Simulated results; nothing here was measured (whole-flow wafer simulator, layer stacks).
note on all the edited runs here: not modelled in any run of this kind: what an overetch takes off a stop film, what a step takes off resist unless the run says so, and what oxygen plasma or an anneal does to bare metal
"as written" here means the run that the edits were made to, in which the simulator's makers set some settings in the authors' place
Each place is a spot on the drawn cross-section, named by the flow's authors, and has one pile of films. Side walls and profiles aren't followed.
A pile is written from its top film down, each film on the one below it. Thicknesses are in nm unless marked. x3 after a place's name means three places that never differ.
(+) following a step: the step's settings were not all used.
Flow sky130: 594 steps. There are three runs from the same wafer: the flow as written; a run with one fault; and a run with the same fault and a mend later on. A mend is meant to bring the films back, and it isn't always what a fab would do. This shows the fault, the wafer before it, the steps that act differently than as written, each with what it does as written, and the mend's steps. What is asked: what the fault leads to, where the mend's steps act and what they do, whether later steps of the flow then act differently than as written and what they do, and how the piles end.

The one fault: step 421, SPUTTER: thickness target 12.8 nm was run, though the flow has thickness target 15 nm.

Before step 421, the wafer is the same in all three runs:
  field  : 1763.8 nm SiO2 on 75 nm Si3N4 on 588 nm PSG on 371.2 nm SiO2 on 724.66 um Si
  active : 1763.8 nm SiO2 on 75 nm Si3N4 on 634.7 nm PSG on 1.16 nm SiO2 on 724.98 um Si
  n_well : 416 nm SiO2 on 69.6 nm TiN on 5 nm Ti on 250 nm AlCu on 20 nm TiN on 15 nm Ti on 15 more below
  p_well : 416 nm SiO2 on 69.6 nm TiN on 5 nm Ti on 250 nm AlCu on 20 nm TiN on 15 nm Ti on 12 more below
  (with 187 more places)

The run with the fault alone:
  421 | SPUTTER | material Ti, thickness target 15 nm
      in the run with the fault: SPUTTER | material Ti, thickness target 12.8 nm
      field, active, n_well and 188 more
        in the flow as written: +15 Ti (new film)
        in the run with the fault: +12.8 Ti (new film)
  Later steps of the flow acting differently than as written (not shown: 19 more steps that differ only slightly, by at most 2% or 0.5 nm, whichever is larger):
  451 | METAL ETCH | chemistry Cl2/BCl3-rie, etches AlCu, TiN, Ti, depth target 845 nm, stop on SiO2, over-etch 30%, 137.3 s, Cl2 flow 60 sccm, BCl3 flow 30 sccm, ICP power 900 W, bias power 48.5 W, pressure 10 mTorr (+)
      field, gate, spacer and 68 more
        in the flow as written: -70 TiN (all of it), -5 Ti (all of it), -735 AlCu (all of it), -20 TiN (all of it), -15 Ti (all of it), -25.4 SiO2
        in the run with the fault: -70 TiN (all of it), -5 Ti (all of it), -735 AlCu (all of it), -20 TiN (all of it), -12.8 Ti (all of it), -25.6 SiO2
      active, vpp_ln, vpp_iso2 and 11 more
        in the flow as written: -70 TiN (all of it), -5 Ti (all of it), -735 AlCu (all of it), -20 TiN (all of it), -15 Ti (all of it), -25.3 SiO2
        in the run with the fault: -70 TiN (all of it), -5 Ti (all of it), -735 AlCu (all of it), -20 TiN (all of it), -12.8 Ti (all of it), -25.6 SiO2
  By the end, the piles at n_well, p_well, gate_hv and 104 more depart from the flow's by more than 2% or 0.5 nm, whichever is larger.
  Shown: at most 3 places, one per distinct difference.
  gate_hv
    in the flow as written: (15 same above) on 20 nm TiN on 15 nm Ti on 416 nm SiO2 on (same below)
    in the run with the fault: (15 same above) on 20 nm TiN on 12.8 nm Ti on 416 nm SiO2 on (same below)
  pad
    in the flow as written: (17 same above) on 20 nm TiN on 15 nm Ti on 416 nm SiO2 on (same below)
    in the run with the fault: (17 same above) on 20 nm TiN on 12.8 nm Ti on 416 nm SiO2 on (same below)
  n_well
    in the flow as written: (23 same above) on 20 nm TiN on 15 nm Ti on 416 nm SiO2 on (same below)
    in the run with the fault: (23 same above) on 20 nm TiN on 12.8 nm Ti on 416 nm SiO2 on (same below)

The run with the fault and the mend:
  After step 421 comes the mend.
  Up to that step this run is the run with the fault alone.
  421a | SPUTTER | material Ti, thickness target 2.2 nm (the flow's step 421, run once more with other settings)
      field, active, n_well and 188 more
        +2.2 Ti
  Every later step of the flow that is run acts as written at every place that is followed.
  The piles end the same as the flow's at every place that both follow.
